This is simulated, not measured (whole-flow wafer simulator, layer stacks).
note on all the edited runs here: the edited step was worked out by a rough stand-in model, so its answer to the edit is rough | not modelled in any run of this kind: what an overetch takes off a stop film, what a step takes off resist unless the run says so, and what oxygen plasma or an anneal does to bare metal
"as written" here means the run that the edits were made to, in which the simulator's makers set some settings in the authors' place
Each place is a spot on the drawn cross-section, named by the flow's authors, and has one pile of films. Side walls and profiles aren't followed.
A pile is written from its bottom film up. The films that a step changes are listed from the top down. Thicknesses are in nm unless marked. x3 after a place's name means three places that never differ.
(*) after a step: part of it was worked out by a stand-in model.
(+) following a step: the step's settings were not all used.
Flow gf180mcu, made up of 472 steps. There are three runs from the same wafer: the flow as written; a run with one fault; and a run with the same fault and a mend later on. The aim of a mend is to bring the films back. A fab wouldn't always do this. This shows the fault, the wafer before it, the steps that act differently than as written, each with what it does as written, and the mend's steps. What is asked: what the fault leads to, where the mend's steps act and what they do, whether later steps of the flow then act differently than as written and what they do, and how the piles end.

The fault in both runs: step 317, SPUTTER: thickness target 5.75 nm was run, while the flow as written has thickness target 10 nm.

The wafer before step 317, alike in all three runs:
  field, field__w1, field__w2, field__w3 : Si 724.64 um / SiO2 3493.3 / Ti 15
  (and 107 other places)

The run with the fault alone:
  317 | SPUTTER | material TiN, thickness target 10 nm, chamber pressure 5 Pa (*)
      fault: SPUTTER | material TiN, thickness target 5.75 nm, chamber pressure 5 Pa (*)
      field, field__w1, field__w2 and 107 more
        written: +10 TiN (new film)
        fault: +5.75 TiN (new film)
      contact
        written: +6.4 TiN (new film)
        fault: +3.69 TiN (new film)
  Later steps of the flow acting differently than as written (1 more step, not shown, differs only slightly: by at most 2% or 0.5 nm, whichever is larger):
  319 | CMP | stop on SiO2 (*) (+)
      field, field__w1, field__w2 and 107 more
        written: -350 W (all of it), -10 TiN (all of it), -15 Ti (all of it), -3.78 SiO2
        fault: -350 W (all of it), -5.75 TiN (all of it), -15 Ti (all of it), -3.74 SiO2
  At contact, the piles at the end differ from the flow's by more than 2% or 0.5 nm, whichever is larger.
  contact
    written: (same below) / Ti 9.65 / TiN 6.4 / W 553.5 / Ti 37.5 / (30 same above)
    fault: (same below) / Ti 9.65 / TiN 3.69 / W 556.3 / Ti 37.5 / (30 same above)

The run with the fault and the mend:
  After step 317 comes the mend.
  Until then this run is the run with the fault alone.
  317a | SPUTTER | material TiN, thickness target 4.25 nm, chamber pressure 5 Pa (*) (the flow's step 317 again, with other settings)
      field, field__w1, field__w2 and 107 more
        +4.25 TiN
      contact
        +2.72 TiN
  Every later step of the flow that is run acts as written at every place that is followed.
  By the end, the piles equal the flow's at every place that both follow.
